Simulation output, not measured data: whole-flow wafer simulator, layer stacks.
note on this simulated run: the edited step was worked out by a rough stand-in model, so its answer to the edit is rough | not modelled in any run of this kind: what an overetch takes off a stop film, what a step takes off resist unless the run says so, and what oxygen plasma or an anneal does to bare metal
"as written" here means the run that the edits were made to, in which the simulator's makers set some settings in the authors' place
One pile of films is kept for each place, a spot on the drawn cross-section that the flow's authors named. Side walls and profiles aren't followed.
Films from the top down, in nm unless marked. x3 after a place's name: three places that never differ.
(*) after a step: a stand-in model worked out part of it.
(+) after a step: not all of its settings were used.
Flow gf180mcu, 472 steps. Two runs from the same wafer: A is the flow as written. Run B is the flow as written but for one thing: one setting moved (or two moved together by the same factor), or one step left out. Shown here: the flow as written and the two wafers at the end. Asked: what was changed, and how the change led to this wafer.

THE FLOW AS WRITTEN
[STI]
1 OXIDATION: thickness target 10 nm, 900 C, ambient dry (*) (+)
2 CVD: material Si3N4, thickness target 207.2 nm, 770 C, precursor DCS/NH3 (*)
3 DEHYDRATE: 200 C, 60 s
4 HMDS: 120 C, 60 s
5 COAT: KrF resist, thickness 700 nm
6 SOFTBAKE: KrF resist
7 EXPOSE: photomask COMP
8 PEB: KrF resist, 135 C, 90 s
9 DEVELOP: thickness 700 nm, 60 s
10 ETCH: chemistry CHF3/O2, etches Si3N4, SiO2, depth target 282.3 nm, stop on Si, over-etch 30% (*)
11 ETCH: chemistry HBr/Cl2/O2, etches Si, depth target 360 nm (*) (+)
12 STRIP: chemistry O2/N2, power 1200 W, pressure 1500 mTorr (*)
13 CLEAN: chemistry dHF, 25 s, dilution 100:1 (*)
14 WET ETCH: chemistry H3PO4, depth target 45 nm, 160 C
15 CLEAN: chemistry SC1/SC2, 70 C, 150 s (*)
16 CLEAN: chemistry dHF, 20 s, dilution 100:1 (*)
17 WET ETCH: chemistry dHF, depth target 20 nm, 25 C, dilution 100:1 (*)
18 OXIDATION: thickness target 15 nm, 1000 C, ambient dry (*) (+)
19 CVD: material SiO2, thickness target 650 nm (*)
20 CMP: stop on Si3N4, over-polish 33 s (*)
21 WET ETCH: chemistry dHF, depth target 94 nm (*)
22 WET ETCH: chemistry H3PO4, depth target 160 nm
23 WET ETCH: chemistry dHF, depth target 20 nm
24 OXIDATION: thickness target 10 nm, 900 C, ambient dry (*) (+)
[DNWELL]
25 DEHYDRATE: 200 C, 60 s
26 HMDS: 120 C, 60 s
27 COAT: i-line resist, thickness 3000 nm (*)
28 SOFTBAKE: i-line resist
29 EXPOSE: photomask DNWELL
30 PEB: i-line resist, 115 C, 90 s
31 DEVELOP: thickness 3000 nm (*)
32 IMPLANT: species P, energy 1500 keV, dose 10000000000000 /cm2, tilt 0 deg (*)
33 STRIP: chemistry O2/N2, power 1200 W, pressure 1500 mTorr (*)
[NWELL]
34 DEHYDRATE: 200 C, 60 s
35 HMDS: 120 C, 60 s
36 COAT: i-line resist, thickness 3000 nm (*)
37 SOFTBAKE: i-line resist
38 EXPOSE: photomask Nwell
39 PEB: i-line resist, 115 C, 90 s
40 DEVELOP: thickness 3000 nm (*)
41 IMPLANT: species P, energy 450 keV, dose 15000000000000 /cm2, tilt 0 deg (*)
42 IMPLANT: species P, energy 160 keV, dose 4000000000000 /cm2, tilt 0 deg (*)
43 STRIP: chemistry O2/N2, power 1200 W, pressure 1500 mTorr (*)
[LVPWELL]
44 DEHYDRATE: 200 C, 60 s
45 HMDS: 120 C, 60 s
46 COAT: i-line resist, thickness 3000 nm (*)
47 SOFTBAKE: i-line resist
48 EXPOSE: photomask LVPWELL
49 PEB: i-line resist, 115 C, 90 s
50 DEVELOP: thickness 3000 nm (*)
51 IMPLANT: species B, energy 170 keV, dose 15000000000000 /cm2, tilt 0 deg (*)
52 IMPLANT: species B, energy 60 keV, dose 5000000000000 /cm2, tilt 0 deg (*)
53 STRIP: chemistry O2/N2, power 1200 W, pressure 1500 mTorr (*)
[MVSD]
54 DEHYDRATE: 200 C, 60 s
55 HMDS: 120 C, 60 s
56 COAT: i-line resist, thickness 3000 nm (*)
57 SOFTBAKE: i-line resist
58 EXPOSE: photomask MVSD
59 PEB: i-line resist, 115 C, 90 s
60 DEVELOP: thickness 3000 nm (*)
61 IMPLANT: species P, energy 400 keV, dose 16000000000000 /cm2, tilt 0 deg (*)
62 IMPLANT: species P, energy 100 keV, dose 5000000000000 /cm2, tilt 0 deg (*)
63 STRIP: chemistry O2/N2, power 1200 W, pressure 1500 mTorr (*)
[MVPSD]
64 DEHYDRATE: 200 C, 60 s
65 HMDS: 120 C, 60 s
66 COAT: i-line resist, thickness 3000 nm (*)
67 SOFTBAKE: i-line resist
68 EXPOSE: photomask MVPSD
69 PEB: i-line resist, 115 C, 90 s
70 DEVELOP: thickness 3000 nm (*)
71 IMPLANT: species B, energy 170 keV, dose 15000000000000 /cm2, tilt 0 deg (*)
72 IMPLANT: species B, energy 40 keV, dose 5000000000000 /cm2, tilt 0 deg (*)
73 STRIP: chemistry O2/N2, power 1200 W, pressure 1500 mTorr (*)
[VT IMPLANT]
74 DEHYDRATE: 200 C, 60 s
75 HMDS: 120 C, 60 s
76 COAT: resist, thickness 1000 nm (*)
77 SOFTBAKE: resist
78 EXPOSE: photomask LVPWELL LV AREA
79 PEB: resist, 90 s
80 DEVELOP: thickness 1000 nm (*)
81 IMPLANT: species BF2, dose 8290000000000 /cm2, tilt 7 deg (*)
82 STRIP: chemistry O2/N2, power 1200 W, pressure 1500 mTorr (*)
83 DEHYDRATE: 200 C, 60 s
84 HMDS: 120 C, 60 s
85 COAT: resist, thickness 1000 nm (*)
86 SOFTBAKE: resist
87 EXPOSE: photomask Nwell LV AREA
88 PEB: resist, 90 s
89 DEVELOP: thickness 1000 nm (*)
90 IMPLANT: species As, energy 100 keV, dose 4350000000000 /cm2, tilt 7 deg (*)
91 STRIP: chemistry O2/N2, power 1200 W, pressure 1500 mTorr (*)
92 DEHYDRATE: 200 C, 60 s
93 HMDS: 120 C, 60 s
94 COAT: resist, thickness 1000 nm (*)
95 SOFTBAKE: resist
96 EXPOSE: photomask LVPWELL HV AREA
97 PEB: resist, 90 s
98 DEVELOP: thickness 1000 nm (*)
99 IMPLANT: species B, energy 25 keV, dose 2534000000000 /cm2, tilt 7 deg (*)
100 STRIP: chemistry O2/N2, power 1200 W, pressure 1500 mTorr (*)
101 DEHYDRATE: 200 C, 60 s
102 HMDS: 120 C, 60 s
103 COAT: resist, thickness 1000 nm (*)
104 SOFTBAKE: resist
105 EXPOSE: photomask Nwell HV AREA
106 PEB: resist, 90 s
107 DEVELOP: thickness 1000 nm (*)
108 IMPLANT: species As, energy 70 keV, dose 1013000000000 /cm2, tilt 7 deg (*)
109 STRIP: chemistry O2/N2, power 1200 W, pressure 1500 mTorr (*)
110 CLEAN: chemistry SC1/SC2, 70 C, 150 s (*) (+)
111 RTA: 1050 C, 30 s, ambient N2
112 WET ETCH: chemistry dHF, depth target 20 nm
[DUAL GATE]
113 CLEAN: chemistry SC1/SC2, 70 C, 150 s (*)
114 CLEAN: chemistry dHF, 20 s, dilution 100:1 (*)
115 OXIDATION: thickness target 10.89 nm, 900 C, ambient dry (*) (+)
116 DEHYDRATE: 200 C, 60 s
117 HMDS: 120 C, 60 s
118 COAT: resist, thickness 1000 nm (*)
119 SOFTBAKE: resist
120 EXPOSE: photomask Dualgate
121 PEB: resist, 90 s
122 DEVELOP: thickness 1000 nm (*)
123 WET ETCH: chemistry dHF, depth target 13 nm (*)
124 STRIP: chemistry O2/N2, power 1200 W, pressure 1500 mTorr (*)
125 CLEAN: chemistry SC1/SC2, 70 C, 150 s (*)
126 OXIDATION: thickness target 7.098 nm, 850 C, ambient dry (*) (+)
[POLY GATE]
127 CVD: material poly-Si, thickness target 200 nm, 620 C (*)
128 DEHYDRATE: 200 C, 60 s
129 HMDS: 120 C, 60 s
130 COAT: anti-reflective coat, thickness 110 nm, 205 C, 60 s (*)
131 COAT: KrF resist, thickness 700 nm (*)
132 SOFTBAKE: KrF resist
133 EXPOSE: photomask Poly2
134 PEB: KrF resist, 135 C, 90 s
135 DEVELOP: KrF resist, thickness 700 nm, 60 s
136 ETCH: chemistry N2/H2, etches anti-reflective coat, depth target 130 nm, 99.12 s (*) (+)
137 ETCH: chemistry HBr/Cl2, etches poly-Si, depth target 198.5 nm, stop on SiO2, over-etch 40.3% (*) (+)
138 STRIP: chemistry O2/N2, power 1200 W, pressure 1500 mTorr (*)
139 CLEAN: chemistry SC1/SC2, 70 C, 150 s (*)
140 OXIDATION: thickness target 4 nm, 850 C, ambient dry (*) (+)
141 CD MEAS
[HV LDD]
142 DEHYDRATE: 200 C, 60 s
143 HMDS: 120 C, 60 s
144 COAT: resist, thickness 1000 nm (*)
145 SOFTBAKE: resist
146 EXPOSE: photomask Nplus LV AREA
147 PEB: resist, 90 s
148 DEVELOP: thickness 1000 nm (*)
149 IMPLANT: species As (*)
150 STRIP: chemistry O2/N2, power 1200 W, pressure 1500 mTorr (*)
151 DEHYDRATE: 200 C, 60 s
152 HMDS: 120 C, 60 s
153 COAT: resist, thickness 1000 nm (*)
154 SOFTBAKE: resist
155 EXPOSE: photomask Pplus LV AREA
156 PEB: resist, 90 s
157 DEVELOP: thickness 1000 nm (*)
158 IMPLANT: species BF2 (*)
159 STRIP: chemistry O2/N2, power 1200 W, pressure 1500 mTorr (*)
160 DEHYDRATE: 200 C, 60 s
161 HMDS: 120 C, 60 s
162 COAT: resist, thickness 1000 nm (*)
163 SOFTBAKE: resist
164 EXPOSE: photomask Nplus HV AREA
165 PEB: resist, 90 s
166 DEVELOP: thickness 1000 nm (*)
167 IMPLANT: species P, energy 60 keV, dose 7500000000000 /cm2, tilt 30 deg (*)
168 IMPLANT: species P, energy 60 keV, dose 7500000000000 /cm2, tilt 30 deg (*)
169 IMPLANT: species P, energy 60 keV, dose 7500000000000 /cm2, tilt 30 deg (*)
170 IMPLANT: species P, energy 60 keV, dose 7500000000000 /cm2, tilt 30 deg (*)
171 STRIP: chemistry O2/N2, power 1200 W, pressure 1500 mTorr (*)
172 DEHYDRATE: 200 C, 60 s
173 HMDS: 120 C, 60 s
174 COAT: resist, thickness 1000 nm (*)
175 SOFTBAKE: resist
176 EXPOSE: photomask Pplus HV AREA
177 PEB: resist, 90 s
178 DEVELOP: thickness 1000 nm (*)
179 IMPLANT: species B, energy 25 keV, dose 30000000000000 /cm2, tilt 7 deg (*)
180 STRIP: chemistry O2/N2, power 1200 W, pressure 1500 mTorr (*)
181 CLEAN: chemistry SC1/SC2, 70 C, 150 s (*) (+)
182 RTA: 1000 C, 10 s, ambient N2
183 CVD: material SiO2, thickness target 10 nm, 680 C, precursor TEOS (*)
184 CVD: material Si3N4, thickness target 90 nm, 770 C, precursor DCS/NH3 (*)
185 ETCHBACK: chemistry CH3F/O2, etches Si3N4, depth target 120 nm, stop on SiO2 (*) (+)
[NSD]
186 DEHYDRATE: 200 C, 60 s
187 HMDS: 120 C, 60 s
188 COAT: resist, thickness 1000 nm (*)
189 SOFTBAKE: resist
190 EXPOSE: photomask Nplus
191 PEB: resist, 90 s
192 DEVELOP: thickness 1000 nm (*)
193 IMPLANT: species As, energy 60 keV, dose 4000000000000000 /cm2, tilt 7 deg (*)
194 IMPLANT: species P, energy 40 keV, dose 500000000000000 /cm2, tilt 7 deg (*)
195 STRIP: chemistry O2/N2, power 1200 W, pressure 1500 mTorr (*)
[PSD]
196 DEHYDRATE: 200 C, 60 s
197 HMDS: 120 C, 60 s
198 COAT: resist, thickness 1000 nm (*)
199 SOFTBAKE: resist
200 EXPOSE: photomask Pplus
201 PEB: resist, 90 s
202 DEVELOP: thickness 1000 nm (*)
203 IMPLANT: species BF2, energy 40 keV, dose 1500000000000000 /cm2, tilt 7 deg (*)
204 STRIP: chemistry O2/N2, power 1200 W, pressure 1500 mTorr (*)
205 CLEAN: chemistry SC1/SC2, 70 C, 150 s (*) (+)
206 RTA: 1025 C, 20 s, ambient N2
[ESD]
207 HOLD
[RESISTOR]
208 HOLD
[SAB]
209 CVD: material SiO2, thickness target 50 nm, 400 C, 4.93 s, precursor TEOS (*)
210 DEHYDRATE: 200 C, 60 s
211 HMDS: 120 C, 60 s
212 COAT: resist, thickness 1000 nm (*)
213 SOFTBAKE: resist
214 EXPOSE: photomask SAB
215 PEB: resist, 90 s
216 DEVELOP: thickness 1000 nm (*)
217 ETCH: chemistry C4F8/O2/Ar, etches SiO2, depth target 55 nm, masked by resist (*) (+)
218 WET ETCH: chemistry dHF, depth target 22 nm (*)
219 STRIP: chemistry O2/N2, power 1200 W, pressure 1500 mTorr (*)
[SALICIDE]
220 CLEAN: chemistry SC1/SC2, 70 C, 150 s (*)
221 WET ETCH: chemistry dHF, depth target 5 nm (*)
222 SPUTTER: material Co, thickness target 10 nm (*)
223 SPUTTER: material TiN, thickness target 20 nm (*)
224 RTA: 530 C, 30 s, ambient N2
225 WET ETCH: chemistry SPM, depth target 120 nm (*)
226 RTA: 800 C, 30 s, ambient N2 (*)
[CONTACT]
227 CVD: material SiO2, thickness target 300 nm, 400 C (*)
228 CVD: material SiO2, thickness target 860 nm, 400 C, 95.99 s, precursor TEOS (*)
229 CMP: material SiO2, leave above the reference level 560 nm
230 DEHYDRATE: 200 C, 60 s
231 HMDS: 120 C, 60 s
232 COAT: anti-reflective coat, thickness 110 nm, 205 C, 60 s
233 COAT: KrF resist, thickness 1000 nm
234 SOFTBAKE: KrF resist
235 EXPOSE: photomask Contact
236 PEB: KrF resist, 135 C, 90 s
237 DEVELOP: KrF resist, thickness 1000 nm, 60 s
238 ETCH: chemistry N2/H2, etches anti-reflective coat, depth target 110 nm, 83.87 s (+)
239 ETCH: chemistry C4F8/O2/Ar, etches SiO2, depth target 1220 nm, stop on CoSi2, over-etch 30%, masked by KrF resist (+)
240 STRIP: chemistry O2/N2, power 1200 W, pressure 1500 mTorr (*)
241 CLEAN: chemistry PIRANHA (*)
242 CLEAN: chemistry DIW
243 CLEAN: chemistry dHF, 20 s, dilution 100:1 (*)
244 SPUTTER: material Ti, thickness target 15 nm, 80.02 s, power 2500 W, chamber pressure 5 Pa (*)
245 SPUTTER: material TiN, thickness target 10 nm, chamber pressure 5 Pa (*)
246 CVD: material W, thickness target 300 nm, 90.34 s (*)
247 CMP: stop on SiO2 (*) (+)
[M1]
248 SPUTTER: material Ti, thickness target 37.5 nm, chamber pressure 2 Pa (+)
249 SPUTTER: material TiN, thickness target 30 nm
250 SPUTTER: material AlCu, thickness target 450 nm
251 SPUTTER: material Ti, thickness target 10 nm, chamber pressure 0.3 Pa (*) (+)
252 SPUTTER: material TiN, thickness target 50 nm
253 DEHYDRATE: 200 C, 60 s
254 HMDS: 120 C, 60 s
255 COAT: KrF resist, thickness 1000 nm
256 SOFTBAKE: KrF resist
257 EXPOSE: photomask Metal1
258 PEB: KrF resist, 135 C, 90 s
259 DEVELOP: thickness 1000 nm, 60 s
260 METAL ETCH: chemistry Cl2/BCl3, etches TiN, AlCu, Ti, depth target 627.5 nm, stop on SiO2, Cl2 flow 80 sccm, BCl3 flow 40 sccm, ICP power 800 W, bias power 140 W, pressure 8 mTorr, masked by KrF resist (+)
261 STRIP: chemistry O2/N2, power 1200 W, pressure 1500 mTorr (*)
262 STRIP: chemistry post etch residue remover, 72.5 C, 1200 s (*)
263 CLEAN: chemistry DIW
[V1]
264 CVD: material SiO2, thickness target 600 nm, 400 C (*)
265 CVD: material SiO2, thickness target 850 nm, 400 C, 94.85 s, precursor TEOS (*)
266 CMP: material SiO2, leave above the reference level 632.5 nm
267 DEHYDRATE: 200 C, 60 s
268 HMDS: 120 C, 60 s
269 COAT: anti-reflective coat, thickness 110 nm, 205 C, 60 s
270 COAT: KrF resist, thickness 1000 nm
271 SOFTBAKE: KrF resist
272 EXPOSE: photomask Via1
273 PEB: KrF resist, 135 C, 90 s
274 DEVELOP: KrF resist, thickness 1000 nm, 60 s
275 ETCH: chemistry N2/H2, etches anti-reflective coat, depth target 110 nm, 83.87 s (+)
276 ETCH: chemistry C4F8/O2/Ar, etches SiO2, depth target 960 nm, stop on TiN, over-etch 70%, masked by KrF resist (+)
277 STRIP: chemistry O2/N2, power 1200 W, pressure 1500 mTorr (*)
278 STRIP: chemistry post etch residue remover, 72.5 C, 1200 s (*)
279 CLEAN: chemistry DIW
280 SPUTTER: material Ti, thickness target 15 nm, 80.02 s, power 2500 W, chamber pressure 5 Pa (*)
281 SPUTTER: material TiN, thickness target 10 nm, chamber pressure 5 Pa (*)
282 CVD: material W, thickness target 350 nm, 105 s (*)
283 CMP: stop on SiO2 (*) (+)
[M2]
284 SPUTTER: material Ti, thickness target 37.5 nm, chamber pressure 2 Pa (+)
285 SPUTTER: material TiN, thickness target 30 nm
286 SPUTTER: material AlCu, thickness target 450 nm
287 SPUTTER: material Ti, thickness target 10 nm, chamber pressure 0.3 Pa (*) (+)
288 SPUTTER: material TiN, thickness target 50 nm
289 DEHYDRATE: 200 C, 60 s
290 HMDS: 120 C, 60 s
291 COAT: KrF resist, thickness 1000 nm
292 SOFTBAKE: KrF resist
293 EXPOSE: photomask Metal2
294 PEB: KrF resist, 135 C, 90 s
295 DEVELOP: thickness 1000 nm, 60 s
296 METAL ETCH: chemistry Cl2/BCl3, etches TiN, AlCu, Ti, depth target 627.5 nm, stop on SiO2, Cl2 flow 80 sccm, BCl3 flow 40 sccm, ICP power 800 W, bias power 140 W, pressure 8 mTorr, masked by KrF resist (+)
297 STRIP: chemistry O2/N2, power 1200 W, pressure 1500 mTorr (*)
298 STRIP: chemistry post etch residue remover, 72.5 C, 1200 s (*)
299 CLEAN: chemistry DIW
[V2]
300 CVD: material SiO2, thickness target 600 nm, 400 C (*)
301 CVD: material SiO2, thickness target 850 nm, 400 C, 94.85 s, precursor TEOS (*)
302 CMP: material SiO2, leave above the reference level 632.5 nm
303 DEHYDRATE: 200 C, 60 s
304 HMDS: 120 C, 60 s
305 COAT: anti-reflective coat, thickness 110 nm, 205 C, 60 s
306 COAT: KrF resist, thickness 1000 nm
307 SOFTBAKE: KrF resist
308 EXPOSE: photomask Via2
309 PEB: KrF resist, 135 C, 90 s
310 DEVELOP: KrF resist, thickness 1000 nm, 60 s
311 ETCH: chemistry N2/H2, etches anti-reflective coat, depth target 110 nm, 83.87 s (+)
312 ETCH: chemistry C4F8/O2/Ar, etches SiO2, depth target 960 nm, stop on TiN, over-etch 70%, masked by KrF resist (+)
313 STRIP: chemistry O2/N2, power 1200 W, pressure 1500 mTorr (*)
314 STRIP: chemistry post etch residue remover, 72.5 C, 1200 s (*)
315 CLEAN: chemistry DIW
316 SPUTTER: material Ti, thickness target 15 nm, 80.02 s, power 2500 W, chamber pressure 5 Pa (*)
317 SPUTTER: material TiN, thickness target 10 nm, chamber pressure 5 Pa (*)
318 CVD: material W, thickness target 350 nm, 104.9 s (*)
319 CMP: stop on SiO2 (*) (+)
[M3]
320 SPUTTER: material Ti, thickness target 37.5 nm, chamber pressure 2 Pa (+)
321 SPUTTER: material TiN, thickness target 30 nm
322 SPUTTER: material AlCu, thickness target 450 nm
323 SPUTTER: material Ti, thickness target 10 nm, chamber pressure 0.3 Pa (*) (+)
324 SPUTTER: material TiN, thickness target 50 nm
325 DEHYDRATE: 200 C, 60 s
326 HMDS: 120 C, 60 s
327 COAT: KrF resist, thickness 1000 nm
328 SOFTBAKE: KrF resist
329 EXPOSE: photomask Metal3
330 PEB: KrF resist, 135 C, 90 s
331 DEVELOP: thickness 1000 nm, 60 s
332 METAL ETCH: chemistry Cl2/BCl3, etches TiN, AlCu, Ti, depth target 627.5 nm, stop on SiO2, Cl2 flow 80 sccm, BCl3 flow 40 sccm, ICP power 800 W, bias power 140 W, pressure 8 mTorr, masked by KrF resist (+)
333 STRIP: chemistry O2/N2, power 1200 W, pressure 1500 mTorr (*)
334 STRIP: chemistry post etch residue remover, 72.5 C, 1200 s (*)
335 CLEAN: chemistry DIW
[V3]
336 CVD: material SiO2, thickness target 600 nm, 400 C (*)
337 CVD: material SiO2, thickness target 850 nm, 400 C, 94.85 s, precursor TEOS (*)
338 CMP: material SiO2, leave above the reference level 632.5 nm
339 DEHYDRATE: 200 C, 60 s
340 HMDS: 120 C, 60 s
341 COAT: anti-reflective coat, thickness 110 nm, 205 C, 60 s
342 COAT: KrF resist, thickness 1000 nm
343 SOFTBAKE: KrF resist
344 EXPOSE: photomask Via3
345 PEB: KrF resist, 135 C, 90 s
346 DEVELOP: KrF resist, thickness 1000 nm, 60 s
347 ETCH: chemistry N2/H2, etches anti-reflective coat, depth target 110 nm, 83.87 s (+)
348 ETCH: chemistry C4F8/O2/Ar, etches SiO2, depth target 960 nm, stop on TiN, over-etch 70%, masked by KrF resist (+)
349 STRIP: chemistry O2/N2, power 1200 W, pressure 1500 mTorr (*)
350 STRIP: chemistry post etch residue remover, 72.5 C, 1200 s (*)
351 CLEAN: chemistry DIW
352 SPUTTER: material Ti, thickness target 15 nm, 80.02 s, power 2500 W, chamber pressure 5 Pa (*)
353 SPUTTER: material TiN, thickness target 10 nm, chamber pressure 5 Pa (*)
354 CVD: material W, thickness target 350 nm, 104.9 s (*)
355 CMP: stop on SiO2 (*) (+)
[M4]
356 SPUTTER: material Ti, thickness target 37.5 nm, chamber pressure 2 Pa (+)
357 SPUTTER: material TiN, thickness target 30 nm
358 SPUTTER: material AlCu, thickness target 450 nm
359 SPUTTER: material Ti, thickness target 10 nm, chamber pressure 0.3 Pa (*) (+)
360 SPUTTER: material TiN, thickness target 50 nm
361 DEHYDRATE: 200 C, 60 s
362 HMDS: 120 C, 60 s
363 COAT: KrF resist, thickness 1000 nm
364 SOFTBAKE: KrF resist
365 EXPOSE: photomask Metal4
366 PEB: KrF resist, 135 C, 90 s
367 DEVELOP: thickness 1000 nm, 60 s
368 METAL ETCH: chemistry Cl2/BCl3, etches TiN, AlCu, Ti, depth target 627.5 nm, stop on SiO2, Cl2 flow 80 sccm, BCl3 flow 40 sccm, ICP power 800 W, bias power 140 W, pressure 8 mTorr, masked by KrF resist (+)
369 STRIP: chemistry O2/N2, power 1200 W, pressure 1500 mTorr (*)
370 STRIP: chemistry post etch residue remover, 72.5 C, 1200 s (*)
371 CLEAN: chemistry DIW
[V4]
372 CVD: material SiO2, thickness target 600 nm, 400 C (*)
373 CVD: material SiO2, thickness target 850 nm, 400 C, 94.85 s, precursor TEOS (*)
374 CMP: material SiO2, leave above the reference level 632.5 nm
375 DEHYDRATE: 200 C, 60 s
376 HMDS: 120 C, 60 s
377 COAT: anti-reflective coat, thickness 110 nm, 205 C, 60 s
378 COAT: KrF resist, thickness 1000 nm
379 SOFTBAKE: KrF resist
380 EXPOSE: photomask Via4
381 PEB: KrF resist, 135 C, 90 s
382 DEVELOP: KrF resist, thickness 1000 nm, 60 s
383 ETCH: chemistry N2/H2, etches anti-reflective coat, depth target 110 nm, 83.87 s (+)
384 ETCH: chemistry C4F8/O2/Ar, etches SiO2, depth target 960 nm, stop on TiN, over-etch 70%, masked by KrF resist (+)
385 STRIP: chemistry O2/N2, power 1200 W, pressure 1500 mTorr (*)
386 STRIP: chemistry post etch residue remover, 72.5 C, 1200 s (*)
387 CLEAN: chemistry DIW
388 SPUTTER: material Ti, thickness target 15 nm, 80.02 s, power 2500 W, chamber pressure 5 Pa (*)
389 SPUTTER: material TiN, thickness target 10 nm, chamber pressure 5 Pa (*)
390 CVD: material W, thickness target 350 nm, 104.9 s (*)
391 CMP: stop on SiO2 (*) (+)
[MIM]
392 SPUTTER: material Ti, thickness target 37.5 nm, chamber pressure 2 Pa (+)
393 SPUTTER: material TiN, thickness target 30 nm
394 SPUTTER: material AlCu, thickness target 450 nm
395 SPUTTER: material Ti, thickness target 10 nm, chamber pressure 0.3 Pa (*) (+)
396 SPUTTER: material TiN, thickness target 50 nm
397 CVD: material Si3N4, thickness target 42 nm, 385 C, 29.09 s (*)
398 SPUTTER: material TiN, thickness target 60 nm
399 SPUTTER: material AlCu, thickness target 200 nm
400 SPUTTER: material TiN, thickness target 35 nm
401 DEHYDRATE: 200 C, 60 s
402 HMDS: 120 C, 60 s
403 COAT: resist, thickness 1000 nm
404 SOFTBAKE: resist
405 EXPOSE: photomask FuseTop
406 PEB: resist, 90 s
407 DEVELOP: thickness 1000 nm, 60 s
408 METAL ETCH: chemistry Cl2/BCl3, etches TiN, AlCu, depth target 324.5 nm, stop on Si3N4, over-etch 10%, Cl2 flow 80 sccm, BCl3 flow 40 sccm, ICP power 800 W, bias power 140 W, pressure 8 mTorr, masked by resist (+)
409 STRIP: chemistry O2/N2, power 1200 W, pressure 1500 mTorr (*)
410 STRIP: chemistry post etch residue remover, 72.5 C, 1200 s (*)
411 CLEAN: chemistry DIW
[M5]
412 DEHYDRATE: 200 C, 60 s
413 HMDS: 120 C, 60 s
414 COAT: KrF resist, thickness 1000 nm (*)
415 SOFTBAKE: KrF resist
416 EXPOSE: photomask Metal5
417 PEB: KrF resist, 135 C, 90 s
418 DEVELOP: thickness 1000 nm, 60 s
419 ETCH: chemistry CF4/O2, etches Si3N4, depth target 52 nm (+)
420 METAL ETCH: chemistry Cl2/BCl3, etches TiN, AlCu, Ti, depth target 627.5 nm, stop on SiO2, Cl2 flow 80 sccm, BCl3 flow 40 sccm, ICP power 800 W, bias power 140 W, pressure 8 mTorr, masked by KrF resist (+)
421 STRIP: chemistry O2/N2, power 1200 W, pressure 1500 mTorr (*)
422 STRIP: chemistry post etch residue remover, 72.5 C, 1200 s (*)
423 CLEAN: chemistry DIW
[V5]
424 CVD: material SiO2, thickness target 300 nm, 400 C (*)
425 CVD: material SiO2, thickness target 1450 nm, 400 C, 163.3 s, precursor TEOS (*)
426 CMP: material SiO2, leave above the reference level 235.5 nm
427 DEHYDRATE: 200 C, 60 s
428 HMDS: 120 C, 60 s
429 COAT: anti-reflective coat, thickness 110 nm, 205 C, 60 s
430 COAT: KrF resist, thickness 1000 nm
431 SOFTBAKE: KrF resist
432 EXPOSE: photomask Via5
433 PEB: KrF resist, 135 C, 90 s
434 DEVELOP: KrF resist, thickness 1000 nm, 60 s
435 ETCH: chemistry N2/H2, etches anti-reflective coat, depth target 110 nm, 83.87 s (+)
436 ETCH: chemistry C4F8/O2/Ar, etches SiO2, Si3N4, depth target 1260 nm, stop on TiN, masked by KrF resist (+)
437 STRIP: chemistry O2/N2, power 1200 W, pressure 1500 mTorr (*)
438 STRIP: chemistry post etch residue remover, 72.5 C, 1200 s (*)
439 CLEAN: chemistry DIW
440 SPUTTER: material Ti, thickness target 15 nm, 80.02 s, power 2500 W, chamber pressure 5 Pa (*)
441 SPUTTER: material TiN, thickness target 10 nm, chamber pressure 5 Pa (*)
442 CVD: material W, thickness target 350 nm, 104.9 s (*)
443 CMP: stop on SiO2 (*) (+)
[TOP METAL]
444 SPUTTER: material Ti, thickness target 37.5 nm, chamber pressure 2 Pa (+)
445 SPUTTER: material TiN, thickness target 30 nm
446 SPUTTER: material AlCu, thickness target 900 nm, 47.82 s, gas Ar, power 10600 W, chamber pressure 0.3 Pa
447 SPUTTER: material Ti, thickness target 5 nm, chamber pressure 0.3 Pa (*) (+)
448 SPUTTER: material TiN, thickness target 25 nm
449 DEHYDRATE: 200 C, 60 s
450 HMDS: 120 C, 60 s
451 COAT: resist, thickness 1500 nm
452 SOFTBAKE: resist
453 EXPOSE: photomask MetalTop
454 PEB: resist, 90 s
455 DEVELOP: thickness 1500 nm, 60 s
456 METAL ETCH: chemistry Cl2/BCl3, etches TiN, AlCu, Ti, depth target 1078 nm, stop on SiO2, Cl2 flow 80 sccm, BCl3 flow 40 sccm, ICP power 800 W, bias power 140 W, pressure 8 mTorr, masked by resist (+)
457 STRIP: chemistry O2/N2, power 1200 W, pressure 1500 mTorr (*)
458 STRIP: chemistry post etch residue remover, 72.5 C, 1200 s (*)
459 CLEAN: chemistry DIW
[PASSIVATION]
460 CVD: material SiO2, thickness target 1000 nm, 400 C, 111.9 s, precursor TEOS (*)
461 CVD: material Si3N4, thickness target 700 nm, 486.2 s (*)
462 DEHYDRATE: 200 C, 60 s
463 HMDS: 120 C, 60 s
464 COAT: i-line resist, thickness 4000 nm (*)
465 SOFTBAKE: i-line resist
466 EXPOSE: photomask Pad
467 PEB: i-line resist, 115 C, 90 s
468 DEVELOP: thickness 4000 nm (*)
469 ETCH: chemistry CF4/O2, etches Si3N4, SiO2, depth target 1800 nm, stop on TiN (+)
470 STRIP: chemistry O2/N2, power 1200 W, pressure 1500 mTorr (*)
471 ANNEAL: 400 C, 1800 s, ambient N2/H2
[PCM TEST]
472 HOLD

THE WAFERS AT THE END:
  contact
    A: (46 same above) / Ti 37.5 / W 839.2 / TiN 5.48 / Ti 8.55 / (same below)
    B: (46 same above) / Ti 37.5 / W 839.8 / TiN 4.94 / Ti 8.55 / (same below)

The cause: step 245, SPUTTER: chamber pressure 3.2 Pa was run, where the flow has chamber pressure 5 Pa.

How the change led to this, step by step:
  245 SPUTTER: material TiN, thickness target 10 nm, chamber pressure 5 Pa (*)
      contact: A TiN +5.48 (new film) | B TiN +4.94 (new film)
